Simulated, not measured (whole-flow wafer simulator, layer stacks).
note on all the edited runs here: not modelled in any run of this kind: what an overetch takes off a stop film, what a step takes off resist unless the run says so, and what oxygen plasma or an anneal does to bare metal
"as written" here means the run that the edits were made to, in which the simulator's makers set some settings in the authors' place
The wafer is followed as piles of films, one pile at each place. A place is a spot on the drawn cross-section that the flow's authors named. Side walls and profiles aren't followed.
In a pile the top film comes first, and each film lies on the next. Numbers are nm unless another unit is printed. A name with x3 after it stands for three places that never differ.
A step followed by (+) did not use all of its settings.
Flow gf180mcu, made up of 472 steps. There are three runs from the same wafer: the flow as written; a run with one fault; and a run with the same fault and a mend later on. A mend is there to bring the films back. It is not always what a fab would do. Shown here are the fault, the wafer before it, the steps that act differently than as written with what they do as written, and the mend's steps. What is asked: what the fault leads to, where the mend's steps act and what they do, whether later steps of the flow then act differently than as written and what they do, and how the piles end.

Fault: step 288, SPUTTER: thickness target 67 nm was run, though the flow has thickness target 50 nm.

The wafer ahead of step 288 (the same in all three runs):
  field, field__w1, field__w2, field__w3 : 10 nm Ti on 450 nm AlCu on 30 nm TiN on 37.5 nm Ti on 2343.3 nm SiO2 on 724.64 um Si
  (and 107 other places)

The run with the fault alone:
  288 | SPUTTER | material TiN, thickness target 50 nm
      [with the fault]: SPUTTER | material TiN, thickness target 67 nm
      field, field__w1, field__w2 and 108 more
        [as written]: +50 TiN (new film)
        [with the fault]: +67 TiN (new film)
  Later steps of the flow acting differently than as written (5 more steps, not shown, differ only slightly: by at most 2% or 0.5 nm, whichever is larger):
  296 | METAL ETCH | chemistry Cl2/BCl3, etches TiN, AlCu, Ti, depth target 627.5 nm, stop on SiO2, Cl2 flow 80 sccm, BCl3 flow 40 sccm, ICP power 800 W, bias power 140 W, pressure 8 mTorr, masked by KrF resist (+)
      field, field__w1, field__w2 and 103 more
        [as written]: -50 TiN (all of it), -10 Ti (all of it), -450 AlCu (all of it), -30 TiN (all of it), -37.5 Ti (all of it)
        [with the fault]: -67 TiN (all of it), -10 Ti (all of it), -450 AlCu (all of it), -30 TiN (all of it), -37.5 Ti (all of it)
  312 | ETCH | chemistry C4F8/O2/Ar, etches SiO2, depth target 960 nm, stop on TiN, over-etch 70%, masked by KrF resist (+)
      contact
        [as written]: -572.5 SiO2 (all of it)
        [with the fault]: -555.5 SiO2 (all of it)
  The piles end different from the flow's at field__w8, contact, m1, m1__w1, m1_nw by more than 2% or 0.5 nm, whichever is larger.
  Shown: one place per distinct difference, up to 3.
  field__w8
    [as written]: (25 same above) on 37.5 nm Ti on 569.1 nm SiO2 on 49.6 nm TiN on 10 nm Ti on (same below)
    [with the fault]: (25 same above) on 37.5 nm Ti on 552.1 nm SiO2 on 66.6 nm TiN on 10 nm Ti on (same below)
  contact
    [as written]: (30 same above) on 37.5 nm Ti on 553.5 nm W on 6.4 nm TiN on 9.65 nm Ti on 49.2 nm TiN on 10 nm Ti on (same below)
    [with the fault]: (30 same above) on 37.5 nm Ti on 536.3 nm W on 6.47 nm TiN on 9.75 nm Ti on 66.2 nm TiN on 10 nm Ti on (same below)

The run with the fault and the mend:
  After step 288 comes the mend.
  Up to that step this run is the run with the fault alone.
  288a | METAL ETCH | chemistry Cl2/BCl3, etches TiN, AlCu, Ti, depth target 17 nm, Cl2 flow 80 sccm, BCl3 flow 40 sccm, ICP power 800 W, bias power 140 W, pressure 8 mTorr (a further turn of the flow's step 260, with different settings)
      field, field__w1, field__w2 and 108 more
        -17 TiN
  None of the later steps of the flow acts differently than as written at any place that is followed.
  The piles end the same as the flow's at every place that both follow.
